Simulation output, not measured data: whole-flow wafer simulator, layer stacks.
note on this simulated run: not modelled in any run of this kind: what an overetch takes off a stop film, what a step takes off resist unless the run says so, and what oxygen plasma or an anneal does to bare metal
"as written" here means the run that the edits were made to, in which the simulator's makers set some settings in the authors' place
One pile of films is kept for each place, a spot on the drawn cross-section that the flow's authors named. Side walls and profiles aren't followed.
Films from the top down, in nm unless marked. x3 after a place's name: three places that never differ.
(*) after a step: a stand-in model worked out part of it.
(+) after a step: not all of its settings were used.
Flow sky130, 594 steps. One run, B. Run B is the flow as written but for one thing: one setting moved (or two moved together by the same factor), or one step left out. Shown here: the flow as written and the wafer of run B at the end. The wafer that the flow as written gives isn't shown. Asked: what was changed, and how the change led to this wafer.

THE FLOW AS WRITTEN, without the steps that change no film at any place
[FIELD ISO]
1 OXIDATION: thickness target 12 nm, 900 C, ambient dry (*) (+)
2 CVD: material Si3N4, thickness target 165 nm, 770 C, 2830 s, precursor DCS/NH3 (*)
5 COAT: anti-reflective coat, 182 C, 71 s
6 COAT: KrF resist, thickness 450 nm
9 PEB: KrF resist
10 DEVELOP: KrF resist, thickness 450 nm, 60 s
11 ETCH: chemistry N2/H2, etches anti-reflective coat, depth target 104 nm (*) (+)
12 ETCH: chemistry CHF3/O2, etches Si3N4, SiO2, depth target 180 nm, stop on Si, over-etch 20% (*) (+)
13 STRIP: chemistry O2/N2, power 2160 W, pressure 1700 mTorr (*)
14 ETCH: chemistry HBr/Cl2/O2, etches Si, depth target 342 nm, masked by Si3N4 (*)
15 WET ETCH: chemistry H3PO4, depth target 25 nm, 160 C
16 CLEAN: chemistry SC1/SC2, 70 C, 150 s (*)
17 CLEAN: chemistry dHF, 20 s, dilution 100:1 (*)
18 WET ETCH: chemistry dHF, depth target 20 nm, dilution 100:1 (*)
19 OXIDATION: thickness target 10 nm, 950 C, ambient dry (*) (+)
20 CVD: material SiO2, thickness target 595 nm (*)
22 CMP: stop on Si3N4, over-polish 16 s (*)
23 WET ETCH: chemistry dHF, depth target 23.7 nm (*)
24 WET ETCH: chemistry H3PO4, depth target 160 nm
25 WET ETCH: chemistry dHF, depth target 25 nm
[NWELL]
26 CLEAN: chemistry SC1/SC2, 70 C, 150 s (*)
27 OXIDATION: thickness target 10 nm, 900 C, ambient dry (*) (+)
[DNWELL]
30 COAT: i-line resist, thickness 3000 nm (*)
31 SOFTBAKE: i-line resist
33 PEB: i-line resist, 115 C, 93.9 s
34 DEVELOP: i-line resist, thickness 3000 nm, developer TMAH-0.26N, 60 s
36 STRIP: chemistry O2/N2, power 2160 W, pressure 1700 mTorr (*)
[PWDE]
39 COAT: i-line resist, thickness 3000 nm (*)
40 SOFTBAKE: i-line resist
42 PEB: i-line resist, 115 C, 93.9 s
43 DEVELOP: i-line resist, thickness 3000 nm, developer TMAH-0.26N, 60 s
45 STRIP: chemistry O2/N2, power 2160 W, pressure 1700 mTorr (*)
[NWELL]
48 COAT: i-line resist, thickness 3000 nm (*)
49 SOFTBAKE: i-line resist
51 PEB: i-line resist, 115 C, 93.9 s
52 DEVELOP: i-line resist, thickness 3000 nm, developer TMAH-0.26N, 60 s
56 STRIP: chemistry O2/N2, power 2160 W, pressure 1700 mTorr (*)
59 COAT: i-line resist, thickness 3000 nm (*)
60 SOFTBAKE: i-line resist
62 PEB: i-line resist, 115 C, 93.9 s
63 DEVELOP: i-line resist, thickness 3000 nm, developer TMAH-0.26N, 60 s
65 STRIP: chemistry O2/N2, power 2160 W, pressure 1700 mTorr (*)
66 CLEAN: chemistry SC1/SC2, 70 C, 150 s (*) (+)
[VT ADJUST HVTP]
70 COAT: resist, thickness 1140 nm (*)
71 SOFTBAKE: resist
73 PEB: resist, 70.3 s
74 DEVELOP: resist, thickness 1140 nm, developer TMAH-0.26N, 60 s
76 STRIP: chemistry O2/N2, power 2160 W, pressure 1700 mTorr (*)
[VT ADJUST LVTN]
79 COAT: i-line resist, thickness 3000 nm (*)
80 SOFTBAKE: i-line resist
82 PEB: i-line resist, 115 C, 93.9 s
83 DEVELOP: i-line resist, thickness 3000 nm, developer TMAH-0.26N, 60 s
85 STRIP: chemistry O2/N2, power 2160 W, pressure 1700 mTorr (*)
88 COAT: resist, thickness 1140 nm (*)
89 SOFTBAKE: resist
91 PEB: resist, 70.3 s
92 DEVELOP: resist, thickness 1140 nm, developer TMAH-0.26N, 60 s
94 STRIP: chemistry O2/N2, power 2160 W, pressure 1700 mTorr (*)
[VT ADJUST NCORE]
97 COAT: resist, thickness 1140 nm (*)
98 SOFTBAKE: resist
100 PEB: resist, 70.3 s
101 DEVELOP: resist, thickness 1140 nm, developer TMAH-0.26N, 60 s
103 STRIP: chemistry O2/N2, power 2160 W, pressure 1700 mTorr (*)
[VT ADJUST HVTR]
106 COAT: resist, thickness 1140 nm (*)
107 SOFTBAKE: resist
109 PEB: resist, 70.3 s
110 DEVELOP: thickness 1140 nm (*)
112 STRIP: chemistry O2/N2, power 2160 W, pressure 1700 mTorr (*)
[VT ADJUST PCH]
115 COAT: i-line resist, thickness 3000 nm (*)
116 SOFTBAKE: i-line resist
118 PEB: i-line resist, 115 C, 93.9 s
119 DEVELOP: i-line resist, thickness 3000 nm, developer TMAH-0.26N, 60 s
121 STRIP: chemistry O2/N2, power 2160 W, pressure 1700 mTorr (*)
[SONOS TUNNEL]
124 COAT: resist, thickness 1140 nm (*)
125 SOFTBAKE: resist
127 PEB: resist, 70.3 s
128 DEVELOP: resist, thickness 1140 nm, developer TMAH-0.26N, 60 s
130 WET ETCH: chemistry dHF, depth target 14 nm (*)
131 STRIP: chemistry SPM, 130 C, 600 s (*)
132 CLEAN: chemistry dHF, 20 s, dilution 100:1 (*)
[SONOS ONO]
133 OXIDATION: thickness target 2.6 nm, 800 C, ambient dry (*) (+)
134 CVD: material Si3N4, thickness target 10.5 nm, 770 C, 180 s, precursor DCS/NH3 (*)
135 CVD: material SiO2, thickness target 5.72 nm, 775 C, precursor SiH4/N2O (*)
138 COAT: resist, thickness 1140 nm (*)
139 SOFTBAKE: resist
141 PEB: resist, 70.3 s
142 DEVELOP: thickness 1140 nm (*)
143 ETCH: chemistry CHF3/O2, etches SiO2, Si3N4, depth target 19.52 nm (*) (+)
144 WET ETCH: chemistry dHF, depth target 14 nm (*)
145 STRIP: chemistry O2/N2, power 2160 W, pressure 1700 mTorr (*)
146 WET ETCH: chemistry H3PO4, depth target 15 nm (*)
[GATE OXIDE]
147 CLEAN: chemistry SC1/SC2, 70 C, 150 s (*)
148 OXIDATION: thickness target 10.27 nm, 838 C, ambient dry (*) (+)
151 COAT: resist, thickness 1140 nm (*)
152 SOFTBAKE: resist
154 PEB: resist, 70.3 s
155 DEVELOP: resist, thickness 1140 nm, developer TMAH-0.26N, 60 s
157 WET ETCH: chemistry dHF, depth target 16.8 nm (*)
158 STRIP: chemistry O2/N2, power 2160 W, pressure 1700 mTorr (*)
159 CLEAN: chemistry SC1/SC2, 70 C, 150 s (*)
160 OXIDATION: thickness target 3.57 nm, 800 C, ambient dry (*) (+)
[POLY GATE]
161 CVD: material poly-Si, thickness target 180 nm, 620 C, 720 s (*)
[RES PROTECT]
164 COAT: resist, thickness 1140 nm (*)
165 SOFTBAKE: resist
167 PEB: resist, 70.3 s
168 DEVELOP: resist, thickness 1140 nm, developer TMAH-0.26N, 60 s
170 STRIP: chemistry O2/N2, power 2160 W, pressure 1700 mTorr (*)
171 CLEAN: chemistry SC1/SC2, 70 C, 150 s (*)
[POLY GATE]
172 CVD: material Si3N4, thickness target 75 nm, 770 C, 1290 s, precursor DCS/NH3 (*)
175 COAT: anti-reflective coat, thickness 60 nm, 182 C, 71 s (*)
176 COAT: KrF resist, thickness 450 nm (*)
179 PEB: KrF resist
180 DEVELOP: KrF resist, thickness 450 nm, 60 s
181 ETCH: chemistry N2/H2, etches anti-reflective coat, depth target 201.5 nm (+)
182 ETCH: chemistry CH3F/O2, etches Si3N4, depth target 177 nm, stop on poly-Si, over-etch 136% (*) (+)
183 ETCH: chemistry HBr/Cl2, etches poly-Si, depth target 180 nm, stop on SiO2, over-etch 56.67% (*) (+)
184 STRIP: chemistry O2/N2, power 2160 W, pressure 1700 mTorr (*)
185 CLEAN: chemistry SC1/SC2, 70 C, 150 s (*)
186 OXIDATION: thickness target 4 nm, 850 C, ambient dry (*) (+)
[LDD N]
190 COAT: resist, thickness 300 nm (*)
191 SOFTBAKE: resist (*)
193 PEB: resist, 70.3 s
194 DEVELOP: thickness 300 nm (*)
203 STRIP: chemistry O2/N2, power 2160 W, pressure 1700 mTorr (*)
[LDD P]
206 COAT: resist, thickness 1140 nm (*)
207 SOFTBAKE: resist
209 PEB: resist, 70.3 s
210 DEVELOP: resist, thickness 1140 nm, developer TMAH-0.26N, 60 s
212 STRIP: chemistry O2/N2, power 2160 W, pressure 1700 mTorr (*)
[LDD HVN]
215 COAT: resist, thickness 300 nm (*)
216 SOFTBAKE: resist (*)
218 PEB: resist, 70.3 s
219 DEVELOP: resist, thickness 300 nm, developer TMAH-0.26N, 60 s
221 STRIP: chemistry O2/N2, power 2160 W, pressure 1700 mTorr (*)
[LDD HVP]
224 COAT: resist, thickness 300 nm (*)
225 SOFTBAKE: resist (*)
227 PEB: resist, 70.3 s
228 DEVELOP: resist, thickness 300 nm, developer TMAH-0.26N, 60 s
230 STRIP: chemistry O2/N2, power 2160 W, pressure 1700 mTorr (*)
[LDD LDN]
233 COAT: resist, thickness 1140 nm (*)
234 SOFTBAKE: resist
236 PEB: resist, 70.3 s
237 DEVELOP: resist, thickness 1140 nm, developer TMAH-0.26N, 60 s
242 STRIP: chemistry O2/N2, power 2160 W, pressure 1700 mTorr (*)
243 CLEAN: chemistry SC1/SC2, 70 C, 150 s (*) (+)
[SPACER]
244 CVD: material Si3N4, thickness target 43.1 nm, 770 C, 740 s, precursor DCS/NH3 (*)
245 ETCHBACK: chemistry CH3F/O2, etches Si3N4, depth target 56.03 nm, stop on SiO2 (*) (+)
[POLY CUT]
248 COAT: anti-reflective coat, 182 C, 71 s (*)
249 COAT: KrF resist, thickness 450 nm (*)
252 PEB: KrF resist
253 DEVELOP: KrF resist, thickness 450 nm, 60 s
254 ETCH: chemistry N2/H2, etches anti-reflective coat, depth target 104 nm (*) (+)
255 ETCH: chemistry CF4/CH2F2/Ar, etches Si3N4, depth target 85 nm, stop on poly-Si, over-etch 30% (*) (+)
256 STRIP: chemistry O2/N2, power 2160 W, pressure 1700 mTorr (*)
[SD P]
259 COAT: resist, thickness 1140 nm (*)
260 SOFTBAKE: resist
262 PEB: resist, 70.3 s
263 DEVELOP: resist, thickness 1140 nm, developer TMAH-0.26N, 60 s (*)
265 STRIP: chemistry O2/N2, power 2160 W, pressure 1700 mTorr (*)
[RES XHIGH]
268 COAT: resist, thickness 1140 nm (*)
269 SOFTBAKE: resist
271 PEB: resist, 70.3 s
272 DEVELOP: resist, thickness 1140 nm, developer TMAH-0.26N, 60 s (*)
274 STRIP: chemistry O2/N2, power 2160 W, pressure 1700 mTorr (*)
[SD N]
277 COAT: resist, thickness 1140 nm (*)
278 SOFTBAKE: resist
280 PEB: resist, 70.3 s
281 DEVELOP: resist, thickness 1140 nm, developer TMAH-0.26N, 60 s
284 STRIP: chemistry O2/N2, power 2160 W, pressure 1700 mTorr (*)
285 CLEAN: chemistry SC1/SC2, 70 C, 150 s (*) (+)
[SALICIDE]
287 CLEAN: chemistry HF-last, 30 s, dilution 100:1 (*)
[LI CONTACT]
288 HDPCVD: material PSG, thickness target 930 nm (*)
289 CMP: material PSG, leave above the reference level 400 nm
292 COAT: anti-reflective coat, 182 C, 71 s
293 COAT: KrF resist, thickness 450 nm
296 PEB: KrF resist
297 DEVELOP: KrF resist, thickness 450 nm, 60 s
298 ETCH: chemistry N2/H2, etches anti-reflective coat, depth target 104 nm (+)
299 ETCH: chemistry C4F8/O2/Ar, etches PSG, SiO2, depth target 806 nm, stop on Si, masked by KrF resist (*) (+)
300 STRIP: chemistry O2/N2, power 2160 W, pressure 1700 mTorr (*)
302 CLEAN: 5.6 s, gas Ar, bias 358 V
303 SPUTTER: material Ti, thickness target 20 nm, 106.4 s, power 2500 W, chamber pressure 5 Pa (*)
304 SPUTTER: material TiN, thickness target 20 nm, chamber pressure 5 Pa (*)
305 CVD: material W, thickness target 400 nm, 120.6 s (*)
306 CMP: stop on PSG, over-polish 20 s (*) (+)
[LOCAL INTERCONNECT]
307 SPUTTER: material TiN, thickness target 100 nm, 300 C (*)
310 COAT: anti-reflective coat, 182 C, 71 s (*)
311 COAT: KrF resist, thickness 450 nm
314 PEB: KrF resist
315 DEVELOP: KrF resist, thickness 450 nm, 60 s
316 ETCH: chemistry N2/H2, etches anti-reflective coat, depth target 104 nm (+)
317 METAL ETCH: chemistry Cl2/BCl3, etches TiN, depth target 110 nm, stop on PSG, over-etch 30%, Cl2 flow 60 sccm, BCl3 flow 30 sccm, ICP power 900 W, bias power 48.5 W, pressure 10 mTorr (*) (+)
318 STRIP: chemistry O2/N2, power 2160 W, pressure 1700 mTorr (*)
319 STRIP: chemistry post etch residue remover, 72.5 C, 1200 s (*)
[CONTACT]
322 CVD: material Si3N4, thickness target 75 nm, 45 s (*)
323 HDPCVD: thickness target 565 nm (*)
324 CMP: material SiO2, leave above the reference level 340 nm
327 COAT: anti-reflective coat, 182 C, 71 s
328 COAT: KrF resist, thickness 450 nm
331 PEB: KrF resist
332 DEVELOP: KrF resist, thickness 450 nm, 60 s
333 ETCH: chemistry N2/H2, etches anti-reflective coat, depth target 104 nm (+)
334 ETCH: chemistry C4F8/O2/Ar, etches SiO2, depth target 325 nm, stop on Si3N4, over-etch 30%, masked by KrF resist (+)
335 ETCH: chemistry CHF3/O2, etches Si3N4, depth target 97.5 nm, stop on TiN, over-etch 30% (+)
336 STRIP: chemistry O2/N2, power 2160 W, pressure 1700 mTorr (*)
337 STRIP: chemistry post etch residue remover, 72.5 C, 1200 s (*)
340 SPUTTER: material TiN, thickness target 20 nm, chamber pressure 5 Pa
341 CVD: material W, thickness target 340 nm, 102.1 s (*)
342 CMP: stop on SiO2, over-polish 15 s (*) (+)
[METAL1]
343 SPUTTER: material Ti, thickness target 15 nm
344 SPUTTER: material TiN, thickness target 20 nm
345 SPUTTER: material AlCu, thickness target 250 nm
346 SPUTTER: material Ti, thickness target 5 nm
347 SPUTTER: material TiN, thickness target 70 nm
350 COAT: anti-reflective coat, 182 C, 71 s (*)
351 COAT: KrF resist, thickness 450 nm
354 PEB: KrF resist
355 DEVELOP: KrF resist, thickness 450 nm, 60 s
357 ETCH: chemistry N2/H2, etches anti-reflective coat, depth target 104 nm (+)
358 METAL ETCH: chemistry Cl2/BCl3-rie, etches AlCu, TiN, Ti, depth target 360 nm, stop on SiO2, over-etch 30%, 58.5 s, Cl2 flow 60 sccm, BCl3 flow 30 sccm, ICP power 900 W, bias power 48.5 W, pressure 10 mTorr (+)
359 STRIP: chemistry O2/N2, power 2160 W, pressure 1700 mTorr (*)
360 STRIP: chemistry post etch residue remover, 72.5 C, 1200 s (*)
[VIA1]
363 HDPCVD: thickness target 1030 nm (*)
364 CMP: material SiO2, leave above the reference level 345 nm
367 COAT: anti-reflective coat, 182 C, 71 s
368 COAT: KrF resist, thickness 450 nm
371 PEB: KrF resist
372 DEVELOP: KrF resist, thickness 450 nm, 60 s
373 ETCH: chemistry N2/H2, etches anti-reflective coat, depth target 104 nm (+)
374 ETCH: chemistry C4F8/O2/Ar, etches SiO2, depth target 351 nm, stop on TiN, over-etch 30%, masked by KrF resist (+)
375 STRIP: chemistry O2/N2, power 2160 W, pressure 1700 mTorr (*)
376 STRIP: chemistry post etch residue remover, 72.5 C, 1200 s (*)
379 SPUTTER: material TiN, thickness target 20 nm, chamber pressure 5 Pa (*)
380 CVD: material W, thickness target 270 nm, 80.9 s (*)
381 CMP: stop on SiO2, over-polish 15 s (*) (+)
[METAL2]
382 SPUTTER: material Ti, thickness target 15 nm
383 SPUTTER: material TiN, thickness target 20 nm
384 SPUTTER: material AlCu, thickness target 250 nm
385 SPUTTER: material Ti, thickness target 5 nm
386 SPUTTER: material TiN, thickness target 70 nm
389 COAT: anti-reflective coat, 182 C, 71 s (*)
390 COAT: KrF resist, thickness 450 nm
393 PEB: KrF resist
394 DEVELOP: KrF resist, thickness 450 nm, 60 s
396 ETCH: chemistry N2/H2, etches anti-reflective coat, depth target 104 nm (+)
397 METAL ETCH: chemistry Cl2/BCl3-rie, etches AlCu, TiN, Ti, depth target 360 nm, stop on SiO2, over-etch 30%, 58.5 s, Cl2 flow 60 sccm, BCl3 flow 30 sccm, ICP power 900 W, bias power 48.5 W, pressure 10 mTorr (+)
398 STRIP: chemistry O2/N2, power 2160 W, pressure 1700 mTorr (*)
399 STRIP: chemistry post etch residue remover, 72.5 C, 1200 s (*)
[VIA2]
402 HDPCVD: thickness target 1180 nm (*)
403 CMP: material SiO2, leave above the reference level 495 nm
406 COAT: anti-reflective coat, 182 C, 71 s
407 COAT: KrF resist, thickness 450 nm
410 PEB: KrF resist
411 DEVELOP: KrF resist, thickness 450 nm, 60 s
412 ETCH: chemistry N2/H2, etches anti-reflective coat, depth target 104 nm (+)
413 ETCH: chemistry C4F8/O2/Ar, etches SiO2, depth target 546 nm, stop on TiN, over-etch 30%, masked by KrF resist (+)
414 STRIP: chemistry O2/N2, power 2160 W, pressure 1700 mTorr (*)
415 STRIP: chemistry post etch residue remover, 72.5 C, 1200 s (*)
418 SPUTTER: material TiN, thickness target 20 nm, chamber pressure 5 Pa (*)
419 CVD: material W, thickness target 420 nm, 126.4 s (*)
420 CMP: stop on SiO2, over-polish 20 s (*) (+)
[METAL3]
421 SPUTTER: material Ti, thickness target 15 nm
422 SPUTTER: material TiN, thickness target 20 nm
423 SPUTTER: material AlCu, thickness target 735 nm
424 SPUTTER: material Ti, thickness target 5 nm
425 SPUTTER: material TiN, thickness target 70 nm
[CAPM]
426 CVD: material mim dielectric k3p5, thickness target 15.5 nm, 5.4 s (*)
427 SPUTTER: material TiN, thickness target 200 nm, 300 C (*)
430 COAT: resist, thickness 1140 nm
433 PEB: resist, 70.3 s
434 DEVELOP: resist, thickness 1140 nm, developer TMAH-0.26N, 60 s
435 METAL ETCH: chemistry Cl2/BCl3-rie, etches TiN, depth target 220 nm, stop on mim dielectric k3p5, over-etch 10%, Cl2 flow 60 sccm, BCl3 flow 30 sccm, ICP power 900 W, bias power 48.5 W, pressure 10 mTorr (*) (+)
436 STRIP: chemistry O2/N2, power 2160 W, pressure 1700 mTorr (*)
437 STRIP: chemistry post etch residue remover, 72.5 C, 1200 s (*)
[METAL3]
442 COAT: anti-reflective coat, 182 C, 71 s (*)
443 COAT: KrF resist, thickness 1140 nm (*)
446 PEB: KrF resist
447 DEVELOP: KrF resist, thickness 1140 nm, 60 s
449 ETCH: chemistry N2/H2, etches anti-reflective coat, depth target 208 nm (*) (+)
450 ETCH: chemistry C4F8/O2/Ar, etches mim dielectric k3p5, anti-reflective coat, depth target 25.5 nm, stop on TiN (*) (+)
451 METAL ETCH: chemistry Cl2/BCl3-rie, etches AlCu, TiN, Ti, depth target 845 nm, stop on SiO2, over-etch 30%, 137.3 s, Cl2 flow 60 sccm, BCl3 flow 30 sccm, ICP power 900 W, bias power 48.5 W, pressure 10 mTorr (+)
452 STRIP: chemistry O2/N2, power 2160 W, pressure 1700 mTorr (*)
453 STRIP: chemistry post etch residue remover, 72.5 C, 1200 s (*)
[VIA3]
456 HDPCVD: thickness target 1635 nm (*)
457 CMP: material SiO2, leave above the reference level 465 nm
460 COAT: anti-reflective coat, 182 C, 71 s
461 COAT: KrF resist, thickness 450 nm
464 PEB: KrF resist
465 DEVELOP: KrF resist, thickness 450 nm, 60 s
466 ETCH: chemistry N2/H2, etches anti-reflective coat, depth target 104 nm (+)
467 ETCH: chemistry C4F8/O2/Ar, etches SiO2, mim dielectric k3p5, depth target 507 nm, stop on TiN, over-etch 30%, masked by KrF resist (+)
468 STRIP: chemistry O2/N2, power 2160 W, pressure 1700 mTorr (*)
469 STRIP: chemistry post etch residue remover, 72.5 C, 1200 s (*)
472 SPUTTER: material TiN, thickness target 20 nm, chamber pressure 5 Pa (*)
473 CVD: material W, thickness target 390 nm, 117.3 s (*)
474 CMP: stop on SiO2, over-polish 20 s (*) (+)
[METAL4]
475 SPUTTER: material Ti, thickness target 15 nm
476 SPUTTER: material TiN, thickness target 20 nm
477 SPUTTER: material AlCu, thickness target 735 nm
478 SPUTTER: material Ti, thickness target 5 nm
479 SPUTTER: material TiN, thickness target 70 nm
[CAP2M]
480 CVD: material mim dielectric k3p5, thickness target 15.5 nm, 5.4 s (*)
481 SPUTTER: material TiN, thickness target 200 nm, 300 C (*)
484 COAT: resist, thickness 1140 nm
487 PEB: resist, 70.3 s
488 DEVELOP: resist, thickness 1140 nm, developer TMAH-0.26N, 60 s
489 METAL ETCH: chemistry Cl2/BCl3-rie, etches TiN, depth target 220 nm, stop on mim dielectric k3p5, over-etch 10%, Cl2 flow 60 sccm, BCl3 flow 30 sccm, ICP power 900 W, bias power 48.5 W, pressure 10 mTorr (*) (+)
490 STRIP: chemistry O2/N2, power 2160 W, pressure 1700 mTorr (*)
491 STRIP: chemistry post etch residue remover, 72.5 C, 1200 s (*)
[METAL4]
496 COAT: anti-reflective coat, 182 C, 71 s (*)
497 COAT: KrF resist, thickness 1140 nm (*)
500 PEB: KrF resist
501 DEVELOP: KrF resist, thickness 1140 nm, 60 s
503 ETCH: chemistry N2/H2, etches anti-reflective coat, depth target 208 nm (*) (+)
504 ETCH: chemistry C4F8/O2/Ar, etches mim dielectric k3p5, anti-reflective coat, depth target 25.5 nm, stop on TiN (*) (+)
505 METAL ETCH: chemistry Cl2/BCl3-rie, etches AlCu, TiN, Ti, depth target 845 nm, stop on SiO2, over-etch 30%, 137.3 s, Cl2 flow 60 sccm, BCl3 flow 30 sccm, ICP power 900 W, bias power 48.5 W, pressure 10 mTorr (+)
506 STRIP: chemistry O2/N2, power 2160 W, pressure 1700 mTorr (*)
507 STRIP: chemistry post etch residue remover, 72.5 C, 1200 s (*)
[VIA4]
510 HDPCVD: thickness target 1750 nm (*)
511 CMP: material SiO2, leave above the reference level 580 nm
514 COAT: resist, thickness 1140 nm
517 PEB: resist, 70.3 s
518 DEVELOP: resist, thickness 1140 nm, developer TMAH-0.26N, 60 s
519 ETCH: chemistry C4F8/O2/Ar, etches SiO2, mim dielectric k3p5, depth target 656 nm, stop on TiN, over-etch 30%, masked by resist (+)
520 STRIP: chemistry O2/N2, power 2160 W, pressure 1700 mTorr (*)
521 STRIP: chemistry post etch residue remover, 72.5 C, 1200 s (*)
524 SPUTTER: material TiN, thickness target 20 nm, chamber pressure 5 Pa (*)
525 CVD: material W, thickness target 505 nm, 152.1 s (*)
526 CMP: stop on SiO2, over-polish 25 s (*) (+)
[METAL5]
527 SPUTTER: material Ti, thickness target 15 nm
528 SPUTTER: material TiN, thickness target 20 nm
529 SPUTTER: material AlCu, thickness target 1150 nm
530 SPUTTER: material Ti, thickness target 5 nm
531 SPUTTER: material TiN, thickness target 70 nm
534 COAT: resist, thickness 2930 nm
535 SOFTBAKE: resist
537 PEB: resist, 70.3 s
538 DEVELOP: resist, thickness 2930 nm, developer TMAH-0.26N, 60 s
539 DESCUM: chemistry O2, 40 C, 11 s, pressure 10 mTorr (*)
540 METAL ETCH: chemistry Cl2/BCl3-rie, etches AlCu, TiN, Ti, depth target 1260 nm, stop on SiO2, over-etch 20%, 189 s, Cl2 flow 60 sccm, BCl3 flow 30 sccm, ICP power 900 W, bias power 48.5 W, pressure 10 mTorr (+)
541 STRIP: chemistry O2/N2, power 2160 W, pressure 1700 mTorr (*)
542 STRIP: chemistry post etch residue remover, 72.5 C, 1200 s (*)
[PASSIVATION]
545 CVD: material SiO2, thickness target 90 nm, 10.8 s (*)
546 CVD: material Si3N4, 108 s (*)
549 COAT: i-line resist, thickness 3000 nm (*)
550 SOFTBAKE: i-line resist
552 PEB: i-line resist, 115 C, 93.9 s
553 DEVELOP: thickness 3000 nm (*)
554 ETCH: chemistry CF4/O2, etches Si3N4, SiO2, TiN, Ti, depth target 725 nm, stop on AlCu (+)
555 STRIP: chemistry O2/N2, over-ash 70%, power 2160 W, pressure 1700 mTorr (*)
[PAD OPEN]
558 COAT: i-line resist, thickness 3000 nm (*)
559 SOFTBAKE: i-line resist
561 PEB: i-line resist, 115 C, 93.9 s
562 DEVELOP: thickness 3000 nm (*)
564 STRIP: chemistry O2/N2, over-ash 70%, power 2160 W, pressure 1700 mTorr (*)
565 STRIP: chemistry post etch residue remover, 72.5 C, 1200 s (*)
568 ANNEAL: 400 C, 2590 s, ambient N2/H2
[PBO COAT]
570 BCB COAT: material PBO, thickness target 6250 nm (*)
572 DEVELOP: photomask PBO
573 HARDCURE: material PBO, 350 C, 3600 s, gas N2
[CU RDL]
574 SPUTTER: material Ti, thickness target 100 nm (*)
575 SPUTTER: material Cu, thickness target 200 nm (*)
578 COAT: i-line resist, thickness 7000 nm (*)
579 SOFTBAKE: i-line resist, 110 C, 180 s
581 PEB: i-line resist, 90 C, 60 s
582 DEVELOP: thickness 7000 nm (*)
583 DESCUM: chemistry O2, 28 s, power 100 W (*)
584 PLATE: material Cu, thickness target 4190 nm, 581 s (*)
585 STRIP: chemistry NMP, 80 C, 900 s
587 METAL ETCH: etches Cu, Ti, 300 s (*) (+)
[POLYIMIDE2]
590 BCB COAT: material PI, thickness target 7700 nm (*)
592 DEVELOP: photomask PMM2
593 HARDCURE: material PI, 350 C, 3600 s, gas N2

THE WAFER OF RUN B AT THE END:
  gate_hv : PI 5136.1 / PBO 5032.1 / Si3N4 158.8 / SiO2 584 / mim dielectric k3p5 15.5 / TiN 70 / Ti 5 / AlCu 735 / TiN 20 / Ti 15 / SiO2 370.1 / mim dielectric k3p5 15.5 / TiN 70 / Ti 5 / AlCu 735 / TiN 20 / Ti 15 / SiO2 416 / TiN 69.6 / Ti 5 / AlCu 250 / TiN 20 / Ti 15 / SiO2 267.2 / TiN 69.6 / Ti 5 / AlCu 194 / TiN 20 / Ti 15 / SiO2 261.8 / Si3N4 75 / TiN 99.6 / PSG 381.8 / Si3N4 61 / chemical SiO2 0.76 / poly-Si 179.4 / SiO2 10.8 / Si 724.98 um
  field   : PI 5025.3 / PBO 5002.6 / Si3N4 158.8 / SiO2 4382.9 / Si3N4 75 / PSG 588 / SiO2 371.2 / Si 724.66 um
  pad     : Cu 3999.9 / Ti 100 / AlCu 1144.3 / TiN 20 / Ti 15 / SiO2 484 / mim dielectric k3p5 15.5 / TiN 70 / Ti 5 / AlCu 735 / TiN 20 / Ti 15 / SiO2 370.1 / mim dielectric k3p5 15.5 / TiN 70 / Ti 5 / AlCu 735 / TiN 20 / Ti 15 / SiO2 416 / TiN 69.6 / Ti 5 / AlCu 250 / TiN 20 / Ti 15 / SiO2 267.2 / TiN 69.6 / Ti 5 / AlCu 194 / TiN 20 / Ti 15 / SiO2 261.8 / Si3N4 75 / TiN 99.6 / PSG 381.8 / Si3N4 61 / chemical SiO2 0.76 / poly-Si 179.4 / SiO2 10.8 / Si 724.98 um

The cause: step 345, SPUTTER: thickness target 194 nm was run, where the flow has thickness target 250 nm.
It can be read off the wafer: gate_hv has AlCu 194, and step 345 as written asks for 250 nm.

How the change led to this, step by step:
  345 SPUTTER: material AlCu, thickness target 250 nm
      field, active, n_well and 188 more: AlCu +194 (new film) (as written it would be: AlCu +250 (new film))
  358 METAL ETCH: chemistry Cl2/BCl3-rie, etches AlCu, TiN, Ti, depth target 360 nm, stop on SiO2, over-etch 30%, 58.5 s, Cl2 flow 60 sccm, BCl3 flow 30 sccm, ICP power 900 W, bias power 48.5 W, pressure 10 mTorr (+)
      field, active, gate and 81 more: TiN -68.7 (all of it), Ti -5 (all of it), AlCu -194 (all of it), TiN -20 (all of it), Ti -15 (all of it), SiO2 -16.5 (as written it would be: TiN -68.7 (all of it), Ti -5 (all of it), AlCu -250 (all of it), TiN -20 (all of it), Ti -15 (all of it), SiO2 -10.9)
  364 CMP: material SiO2, leave above the reference level 345 nm
      field, active, gate and 81 more: SiO2 -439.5 (as written it would be: SiO2 -389.1)
